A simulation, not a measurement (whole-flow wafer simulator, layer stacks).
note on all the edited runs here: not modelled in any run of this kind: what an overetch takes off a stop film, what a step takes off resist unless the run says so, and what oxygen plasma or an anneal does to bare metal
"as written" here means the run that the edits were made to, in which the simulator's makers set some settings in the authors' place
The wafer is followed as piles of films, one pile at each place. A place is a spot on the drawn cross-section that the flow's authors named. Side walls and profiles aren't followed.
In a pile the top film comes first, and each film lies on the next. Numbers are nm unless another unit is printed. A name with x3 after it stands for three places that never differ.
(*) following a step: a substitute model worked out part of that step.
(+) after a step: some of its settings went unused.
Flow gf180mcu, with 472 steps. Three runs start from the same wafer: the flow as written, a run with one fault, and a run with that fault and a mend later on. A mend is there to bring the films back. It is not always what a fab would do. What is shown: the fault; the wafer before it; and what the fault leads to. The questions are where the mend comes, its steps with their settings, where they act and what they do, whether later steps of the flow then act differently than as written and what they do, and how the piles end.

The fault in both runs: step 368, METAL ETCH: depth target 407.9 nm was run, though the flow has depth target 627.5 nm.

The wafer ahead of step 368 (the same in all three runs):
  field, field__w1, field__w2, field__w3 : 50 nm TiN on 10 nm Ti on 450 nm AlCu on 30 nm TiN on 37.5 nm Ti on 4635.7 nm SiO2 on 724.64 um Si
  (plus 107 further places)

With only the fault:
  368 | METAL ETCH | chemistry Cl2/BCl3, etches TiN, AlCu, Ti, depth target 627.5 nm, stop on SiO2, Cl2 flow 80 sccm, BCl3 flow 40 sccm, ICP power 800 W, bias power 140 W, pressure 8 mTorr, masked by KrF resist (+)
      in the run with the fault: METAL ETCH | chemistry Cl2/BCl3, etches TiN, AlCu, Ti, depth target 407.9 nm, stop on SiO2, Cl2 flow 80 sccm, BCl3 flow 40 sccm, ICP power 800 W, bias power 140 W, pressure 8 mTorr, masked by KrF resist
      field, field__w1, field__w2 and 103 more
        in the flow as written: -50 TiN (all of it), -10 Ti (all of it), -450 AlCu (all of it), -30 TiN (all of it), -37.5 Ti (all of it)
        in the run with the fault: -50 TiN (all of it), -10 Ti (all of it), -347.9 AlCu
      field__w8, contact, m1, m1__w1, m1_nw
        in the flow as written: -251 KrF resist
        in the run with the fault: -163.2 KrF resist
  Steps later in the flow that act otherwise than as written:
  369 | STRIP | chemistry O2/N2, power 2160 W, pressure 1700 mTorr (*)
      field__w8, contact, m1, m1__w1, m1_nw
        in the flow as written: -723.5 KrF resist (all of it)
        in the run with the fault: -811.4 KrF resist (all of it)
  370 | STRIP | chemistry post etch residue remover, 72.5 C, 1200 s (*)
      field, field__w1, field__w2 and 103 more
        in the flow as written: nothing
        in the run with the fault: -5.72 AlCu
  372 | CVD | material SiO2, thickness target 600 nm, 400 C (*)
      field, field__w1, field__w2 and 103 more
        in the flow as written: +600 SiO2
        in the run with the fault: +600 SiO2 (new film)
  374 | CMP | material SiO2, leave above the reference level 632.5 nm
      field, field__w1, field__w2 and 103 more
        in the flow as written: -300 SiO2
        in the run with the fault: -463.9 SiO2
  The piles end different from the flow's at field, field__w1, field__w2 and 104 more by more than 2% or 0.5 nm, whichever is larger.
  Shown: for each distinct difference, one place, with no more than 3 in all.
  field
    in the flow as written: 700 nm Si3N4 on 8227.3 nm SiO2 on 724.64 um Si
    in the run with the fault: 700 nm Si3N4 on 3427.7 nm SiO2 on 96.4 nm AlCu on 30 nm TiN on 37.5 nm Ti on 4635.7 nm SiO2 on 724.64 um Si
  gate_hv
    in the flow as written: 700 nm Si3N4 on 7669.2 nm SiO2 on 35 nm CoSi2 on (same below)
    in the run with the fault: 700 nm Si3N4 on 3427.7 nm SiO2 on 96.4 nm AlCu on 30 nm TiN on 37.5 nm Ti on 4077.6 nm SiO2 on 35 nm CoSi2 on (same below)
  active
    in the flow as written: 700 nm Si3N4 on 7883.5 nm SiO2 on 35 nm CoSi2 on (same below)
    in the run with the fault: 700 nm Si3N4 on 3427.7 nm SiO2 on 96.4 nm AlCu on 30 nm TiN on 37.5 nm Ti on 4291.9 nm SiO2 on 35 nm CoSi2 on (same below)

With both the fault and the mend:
  The mend follows step 368.
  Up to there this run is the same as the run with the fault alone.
  368a | METAL ETCH | chemistry Cl2/BCl3, etches TiN, AlCu, Ti, depth target 219.6 nm, stop on SiO2, Cl2 flow 80 sccm, BCl3 flow 40 sccm, ICP power 800 W, bias power 140 W, pressure 8 mTorr, masked by KrF resist (+) (the flow's step 368 again, with other settings)
      field, field__w1, field__w2 and 103 more
        -102.1 AlCu (all of it), -30 TiN (all of it), -37.5 Ti (all of it)
      field__w8, contact, m1, m1__w1, m1_nw
        -87.8 KrF resist
  Every later step of the flow that is run acts as written at every place that is followed.
  At every place that both follow, the piles at the end match the flow's.
